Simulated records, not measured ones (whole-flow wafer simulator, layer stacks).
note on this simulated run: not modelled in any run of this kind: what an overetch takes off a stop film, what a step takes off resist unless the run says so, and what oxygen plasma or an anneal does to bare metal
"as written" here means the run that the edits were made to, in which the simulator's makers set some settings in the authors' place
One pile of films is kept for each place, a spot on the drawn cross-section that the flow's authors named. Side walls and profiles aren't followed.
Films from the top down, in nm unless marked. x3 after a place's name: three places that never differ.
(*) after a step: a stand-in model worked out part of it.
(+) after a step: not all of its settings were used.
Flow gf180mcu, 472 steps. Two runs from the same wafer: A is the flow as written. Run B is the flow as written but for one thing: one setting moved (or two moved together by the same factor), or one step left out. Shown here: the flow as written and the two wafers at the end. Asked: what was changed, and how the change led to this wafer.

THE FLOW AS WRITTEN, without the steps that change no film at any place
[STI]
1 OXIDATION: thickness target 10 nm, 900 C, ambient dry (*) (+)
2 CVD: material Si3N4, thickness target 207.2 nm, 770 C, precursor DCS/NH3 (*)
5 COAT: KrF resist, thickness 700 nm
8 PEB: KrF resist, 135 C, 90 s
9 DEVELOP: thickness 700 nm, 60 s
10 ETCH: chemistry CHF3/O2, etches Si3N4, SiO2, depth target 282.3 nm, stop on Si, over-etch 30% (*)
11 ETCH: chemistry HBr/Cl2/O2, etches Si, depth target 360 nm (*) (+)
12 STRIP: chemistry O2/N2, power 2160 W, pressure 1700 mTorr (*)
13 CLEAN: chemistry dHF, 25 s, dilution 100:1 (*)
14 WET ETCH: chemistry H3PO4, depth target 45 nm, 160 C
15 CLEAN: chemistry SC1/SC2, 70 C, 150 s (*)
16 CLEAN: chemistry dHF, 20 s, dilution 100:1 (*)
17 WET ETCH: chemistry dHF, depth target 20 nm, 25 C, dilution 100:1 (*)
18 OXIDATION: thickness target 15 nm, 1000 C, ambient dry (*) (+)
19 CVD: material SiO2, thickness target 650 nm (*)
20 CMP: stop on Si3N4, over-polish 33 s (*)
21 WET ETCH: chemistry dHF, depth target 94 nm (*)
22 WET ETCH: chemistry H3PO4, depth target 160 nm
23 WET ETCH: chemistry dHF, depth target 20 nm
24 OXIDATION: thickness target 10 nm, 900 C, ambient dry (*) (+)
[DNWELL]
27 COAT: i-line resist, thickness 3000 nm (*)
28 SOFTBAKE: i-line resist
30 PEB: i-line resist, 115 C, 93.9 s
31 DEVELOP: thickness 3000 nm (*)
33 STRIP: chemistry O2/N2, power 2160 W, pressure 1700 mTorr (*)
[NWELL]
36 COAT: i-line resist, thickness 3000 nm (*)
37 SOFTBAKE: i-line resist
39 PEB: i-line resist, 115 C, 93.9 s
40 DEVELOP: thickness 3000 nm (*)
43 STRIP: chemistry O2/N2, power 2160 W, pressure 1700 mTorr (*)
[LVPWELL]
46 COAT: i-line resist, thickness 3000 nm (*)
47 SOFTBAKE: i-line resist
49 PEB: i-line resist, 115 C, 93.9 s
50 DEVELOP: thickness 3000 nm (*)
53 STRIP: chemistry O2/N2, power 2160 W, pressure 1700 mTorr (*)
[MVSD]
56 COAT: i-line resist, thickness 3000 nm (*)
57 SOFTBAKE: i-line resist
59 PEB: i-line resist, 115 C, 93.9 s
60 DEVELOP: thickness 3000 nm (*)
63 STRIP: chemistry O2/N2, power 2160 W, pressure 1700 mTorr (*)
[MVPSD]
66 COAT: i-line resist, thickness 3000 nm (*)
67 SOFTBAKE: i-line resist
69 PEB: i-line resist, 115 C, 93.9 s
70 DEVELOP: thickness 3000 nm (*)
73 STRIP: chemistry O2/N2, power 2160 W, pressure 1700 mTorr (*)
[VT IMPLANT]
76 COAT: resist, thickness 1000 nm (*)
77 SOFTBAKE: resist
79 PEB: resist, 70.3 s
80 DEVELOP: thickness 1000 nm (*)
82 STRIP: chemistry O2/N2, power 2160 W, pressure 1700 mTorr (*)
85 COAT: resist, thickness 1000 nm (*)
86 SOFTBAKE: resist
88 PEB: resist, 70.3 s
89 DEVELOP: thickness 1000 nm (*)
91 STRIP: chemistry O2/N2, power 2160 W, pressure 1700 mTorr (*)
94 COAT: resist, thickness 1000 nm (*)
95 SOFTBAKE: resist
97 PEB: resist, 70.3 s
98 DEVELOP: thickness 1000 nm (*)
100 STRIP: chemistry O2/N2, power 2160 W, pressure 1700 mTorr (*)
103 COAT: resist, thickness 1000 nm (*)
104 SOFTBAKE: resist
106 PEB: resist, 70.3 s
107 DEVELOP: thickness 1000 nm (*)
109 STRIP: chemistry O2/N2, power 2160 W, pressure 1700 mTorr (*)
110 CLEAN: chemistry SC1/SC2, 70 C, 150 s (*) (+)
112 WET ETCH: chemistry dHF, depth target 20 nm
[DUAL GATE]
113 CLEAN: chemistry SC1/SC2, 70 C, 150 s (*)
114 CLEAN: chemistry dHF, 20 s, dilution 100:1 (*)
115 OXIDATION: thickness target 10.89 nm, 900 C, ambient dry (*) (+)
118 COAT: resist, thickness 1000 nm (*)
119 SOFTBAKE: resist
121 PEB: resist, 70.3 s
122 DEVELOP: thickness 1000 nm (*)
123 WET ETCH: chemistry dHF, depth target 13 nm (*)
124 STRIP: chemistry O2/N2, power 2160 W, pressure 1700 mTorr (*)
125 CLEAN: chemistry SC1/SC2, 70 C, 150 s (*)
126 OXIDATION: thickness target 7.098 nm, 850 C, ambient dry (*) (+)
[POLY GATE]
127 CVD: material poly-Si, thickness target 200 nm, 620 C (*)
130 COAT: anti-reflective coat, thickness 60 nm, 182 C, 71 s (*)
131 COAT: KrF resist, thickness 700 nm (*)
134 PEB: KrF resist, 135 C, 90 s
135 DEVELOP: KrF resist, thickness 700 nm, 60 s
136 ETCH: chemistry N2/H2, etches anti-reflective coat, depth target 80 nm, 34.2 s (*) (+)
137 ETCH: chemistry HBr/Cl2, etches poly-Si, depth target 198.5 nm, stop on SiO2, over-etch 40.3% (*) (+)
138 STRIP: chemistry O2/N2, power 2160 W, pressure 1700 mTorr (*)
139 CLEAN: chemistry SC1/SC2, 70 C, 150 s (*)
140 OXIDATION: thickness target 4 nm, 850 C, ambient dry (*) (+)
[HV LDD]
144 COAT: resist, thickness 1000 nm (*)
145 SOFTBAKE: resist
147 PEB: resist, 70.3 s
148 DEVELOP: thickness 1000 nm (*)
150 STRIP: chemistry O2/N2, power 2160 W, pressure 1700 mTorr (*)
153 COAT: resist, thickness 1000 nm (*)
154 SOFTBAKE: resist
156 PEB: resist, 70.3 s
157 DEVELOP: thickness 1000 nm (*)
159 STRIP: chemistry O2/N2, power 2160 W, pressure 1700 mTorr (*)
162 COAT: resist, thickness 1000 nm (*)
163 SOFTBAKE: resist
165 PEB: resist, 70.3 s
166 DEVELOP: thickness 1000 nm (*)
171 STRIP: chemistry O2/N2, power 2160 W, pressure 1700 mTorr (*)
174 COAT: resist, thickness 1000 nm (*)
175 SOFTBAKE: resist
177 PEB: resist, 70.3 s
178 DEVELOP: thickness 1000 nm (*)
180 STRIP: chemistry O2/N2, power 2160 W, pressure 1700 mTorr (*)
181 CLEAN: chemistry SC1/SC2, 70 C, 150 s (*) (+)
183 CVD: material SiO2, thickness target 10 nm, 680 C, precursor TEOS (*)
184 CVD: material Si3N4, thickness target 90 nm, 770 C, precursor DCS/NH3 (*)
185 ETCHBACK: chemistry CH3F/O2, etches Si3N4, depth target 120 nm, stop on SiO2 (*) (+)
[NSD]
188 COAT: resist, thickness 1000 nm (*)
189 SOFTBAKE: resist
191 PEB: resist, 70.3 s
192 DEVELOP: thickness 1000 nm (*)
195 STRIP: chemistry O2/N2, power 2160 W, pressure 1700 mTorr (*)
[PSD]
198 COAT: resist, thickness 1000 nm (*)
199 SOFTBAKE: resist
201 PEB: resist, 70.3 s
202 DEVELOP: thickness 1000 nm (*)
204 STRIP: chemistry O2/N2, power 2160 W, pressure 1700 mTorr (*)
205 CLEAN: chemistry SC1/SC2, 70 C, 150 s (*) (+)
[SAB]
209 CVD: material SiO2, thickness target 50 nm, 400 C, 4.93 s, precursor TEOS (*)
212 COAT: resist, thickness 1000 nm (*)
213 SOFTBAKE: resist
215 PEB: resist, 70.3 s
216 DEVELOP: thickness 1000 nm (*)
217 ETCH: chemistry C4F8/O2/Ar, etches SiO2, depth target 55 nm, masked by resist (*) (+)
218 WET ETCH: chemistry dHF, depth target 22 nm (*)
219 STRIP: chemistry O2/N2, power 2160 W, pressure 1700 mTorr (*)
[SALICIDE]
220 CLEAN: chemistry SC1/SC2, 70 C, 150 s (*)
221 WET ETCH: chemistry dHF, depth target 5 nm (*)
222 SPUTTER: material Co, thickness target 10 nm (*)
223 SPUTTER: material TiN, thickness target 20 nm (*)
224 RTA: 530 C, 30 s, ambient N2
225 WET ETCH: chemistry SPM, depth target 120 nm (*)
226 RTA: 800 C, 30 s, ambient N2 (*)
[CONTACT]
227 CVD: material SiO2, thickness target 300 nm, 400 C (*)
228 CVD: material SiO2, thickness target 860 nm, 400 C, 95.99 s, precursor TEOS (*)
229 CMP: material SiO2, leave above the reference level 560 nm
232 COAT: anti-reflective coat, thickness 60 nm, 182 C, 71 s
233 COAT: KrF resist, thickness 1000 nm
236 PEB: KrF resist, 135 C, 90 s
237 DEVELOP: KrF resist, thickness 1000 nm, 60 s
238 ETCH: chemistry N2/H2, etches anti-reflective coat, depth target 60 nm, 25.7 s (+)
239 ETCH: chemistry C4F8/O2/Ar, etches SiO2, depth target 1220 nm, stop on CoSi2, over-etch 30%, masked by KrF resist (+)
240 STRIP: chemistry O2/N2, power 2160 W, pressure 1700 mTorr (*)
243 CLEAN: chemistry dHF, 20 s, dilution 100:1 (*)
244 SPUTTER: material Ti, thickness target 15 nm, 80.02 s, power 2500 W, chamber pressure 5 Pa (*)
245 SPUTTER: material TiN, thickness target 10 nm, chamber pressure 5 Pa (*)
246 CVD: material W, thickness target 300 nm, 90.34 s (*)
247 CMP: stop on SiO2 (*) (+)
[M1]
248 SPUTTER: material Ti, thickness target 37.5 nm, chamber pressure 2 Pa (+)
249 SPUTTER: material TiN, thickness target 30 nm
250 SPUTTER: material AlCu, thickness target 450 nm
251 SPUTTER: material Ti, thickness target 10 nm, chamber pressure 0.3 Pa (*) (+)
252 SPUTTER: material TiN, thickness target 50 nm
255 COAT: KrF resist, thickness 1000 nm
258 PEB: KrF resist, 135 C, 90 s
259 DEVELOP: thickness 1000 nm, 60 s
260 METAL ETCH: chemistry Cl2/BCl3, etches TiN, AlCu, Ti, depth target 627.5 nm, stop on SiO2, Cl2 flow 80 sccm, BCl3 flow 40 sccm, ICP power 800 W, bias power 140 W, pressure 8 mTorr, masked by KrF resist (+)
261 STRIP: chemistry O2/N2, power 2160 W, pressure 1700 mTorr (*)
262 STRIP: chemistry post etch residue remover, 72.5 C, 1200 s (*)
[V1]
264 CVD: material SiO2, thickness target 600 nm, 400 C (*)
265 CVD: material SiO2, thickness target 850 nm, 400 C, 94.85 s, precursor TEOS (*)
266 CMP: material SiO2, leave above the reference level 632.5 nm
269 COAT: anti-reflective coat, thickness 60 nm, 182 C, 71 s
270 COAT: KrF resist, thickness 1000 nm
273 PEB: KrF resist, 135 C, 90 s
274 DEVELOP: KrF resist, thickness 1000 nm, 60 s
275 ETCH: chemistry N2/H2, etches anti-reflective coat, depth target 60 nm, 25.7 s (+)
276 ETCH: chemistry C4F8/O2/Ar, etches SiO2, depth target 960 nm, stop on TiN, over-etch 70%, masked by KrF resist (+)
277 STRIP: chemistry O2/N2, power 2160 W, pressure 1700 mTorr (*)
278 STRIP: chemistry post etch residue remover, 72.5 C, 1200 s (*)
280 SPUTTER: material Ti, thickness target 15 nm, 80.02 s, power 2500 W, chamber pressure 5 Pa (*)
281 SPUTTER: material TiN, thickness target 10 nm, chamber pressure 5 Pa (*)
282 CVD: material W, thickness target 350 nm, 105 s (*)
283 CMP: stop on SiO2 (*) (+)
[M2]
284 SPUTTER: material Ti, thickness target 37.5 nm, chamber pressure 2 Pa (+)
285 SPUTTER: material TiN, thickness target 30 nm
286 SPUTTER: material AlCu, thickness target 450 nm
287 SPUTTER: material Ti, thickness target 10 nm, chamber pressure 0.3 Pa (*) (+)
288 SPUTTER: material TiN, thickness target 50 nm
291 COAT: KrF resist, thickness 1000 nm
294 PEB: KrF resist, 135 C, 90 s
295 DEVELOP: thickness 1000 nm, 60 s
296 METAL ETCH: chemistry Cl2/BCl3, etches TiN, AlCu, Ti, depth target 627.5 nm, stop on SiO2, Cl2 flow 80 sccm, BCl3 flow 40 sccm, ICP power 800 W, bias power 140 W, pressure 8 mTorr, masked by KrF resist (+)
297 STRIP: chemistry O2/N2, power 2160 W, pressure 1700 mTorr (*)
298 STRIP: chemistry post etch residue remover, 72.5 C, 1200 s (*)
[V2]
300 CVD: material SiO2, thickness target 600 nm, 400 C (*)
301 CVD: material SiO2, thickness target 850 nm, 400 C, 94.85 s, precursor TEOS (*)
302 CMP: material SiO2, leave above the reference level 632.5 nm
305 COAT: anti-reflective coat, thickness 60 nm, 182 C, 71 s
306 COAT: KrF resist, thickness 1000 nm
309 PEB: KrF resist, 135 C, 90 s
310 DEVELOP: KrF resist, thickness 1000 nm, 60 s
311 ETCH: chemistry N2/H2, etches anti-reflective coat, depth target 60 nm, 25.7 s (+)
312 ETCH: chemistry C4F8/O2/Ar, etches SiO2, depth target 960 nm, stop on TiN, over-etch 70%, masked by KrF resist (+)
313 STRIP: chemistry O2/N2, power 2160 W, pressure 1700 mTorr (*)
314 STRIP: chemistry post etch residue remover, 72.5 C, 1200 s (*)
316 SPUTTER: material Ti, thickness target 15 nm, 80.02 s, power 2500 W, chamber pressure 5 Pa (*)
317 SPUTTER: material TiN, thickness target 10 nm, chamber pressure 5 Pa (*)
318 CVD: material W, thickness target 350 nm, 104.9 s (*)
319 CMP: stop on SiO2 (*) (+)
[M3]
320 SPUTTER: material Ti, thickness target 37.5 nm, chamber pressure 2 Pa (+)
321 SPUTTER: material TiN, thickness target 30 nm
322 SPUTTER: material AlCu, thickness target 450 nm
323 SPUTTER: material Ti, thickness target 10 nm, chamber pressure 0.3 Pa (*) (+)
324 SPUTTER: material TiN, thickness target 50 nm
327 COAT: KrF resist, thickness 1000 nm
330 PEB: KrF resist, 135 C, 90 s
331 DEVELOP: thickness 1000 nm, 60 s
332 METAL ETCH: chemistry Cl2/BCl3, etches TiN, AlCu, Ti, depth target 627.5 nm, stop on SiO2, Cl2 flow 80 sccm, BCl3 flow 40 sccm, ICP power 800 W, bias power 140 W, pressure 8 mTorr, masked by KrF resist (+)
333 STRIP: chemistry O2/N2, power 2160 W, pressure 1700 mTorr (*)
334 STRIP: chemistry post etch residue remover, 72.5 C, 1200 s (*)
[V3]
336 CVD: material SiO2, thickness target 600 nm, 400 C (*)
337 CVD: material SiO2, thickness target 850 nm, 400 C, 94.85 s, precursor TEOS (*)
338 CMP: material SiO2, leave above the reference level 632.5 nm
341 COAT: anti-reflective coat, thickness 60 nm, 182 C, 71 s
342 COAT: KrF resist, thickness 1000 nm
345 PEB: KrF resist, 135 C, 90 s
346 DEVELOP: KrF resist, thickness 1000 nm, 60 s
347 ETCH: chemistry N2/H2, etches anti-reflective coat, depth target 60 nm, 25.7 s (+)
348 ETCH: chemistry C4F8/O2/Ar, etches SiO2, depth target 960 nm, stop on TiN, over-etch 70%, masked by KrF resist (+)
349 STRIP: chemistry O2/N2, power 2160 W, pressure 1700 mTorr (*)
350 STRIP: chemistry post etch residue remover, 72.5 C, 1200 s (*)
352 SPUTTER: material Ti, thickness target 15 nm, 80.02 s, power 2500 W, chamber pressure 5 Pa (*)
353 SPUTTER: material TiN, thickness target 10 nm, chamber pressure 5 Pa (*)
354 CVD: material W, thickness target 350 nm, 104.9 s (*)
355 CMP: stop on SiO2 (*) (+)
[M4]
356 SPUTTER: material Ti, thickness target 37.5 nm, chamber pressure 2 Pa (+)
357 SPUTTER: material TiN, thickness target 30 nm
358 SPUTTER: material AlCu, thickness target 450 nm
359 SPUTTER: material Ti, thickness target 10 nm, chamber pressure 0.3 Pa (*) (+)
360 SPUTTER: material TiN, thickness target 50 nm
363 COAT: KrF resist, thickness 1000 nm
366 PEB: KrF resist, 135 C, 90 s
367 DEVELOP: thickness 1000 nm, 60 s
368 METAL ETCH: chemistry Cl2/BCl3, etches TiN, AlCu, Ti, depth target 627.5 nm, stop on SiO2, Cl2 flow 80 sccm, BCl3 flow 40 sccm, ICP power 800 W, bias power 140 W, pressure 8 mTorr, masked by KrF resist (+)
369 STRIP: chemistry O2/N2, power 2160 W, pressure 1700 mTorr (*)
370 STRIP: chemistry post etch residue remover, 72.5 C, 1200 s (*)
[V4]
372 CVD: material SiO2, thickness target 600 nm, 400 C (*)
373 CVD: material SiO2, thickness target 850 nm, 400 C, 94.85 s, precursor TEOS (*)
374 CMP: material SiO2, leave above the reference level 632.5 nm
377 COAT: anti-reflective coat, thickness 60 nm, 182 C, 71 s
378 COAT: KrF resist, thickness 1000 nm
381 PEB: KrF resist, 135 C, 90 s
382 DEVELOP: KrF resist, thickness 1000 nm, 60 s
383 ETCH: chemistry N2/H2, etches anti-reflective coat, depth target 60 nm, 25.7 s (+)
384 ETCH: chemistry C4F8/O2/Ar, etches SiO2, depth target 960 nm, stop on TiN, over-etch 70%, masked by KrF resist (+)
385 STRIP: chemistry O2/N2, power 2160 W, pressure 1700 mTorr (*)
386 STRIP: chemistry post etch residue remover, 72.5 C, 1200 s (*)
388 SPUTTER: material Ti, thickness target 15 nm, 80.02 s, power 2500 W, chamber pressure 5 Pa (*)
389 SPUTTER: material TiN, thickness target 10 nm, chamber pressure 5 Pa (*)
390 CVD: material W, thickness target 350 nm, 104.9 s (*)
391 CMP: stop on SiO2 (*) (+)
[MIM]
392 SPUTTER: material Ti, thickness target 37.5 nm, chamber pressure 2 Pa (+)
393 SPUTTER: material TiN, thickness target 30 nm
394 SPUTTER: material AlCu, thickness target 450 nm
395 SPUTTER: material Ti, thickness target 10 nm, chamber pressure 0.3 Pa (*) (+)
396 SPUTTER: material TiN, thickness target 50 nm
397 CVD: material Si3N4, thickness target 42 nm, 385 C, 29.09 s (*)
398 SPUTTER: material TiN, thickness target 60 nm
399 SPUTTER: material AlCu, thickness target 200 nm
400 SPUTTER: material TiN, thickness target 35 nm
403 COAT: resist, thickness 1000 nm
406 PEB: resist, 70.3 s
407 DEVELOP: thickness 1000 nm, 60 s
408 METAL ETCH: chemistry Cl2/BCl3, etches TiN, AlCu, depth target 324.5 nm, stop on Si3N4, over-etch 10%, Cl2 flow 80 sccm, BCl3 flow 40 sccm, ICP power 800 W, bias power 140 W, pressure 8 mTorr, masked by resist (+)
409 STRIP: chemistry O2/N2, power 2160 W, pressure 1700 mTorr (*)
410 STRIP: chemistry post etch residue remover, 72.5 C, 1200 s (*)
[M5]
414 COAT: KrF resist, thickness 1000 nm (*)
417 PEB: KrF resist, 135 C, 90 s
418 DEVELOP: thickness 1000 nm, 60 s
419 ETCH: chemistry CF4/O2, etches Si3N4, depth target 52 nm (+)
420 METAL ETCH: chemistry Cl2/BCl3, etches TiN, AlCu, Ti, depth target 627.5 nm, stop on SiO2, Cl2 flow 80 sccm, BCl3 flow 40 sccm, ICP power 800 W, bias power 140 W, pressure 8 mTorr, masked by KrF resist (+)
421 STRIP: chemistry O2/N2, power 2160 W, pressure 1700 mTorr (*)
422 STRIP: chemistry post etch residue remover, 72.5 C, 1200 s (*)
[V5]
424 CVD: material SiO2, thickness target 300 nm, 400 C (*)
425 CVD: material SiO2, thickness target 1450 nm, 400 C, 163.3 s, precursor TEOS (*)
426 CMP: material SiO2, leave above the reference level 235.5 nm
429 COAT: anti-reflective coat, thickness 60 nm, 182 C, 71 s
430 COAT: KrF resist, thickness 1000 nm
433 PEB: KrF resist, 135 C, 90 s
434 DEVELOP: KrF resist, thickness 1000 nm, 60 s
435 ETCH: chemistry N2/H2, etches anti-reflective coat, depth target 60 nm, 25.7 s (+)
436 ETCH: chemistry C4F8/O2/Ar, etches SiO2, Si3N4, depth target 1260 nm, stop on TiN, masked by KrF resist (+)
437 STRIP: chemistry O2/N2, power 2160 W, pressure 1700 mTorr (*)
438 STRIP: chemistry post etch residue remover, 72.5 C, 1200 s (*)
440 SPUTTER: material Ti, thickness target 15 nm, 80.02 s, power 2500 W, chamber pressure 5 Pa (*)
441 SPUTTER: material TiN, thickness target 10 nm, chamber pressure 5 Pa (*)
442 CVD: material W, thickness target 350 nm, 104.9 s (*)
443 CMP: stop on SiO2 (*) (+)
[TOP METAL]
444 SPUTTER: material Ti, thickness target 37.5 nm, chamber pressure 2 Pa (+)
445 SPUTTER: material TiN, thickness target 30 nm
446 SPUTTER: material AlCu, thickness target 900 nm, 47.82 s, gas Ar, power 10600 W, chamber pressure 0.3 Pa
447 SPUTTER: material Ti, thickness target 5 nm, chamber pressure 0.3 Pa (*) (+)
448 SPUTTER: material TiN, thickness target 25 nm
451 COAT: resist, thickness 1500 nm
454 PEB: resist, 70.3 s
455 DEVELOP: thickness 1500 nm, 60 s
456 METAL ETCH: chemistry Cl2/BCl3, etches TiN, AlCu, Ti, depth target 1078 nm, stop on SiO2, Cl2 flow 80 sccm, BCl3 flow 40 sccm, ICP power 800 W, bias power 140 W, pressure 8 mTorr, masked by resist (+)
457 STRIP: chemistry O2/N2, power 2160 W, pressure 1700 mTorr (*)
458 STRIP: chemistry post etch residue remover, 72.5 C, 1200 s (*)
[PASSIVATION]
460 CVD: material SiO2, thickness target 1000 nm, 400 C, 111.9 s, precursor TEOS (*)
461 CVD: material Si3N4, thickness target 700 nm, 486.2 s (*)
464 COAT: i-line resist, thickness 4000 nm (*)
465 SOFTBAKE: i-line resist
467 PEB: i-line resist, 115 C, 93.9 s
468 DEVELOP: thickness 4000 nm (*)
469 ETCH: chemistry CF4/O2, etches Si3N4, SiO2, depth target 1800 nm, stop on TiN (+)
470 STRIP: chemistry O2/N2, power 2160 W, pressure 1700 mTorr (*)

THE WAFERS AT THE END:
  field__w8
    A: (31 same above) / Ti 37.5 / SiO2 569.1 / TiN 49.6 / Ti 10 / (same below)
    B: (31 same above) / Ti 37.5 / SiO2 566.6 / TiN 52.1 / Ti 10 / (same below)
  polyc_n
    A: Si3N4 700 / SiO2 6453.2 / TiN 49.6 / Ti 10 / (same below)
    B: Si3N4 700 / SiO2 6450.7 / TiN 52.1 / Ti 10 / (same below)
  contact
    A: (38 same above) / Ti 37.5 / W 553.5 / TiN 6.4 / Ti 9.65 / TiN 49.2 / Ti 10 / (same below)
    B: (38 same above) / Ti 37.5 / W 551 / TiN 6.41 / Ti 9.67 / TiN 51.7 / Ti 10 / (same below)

The cause: step 252, SPUTTER: thickness target 52.5 nm was run, where the flow has thickness target 50 nm.

How the change led to this, step by step:
  252 SPUTTER: material TiN, thickness target 50 nm
      field, field__w1, field__w2 and 108 more: A TiN +50 (new film) | B TiN +52.5 (new film)
  260 METAL ETCH: chemistry Cl2/BCl3, etches TiN, AlCu, Ti, depth target 627.5 nm, stop on SiO2, Cl2 flow 80 sccm, BCl3 flow 40 sccm, ICP power 800 W, bias power 140 W, pressure 8 mTorr, masked by KrF resist (+)
      field, field__w1, field__w2 and 99 more: A TiN -50 (all of it), Ti -10 (all of it), AlCu -450 (all of it), TiN -30 (all of it), Ti -37.5 (all of it) | B TiN -52.5 (all of it), Ti -10 (all of it), AlCu -450 (all of it), TiN -30 (all of it), Ti -37.5 (all of it)
